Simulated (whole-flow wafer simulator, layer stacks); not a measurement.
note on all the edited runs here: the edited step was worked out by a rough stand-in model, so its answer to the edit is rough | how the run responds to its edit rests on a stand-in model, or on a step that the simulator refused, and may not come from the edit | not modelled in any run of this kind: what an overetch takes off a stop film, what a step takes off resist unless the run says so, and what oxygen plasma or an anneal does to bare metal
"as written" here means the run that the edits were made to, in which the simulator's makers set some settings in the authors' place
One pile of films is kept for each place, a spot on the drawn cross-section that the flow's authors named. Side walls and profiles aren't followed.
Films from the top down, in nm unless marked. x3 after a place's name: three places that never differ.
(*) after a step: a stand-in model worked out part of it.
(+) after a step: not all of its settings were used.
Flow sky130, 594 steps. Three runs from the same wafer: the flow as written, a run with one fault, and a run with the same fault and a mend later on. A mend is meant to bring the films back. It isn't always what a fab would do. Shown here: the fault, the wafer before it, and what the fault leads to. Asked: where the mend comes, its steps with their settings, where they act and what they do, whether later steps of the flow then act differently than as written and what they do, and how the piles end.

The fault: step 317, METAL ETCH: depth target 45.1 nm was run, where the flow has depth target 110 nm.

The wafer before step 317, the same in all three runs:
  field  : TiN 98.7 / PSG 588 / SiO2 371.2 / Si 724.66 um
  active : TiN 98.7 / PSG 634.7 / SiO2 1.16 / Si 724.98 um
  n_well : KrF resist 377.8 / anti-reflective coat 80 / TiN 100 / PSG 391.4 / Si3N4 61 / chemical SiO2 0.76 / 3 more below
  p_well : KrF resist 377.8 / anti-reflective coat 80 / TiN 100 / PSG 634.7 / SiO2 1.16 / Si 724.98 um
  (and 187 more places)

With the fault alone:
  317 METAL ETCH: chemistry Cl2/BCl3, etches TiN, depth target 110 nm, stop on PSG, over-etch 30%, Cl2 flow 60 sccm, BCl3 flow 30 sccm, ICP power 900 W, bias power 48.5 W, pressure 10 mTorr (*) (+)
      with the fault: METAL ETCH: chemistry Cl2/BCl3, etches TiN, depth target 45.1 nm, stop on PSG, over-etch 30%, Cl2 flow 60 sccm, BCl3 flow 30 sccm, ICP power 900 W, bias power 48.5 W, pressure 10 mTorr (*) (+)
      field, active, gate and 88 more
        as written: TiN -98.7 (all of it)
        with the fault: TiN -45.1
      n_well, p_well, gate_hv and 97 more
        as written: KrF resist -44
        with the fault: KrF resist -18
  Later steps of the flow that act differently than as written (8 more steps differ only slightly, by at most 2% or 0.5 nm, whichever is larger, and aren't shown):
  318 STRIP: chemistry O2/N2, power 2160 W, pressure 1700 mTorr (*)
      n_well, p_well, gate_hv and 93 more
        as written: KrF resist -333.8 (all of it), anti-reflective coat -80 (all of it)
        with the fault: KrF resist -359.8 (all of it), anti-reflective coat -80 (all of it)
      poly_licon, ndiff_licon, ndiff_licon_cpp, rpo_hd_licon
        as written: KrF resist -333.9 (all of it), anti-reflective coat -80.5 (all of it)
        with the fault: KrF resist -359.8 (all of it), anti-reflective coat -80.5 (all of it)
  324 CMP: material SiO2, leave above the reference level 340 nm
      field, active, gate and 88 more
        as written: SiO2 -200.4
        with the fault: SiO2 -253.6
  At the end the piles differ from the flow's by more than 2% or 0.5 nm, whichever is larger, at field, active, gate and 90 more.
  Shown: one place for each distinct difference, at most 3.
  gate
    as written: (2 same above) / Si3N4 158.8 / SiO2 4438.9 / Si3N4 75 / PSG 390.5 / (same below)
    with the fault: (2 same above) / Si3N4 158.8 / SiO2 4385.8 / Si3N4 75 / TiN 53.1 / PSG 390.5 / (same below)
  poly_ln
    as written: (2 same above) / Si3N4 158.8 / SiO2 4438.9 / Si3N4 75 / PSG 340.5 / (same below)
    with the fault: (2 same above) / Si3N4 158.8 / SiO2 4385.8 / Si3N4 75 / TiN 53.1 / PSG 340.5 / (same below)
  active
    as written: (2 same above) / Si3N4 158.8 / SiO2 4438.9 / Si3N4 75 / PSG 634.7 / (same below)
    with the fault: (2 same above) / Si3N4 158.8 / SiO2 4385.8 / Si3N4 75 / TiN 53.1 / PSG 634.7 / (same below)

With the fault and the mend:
  The mend comes after step 317.
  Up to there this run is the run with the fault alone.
  317a METAL ETCH: chemistry Cl2/BCl3, etches TiN, depth target 64.9 nm, stop on PSG, over-etch 30%, Cl2 flow 60 sccm, BCl3 flow 30 sccm, ICP power 900 W, bias power 48.5 W, pressure 10 mTorr (*) (+) (the flow's step 317 once more, with other settings)
      n_well, p_well, gate_hv and 97 more
        KrF resist -26
      field, active, gate and 88 more
        TiN -53.6 (all of it)
  No later step of the flow acts differently than as written at any place that is followed.
  At the end the piles are the same as the flow's at every place that both follow.
